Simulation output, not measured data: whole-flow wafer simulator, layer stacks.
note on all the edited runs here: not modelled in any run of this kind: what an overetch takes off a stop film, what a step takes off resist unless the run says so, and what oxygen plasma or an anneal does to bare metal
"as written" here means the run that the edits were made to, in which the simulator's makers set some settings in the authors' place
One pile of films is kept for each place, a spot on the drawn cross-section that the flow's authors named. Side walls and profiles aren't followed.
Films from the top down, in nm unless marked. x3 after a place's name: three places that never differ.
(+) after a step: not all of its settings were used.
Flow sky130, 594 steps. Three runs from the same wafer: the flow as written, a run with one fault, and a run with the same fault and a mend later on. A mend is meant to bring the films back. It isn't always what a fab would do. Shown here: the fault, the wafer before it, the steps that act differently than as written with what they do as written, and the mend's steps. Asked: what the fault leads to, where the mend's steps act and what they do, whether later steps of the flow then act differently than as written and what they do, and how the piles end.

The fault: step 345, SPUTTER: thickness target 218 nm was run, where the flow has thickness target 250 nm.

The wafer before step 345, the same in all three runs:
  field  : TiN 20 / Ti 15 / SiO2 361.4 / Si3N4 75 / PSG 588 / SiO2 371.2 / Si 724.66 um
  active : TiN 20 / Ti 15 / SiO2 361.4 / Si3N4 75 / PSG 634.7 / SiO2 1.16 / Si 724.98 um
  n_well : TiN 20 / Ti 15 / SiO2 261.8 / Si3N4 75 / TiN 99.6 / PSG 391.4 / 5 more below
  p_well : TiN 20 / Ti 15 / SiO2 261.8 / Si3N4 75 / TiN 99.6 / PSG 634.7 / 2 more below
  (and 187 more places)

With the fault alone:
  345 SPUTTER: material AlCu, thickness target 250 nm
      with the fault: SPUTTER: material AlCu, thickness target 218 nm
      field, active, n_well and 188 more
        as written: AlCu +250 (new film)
        with the fault: AlCu +218 (new film)
  Later steps of the flow that act differently than as written (8 more steps differ only slightly, by at most 2% or 0.5 nm, whichever is larger, and aren't shown):
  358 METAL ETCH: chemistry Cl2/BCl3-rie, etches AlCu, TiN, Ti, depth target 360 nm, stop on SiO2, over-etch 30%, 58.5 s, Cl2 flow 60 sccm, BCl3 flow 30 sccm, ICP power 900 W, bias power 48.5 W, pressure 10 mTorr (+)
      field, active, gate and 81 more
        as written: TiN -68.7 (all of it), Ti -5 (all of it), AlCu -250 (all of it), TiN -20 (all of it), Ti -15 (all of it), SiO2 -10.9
        with the fault: TiN -68.7 (all of it), Ti -5 (all of it), AlCu -218 (all of it), TiN -20 (all of it), Ti -15 (all of it), SiO2 -14.1
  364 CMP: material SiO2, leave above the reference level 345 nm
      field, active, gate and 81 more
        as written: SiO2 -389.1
        with the fault: SiO2 -417.9
  At the end the piles differ from the flow's by more than 2% or 0.5 nm, whichever is larger, at n_well, p_well, gate_hv and 108 more.
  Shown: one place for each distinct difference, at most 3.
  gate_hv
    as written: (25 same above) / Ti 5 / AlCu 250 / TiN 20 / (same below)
    with the fault: (25 same above) / Ti 5 / AlCu 218 / TiN 20 / (same below)
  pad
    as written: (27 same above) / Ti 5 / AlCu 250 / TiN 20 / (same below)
    with the fault: (27 same above) / Ti 5 / AlCu 218 / TiN 20 / (same below)
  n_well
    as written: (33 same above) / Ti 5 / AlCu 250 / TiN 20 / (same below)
    with the fault: (33 same above) / Ti 5 / AlCu 218 / TiN 20 / (same below)

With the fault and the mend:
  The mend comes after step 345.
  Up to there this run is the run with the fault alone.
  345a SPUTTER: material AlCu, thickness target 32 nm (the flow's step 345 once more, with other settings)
      field, active, n_well and 188 more
        AlCu +32
  No later step of the flow acts differently than as written at any place that is followed.
  At the end the piles are the same as the flow's at every place that both follow.
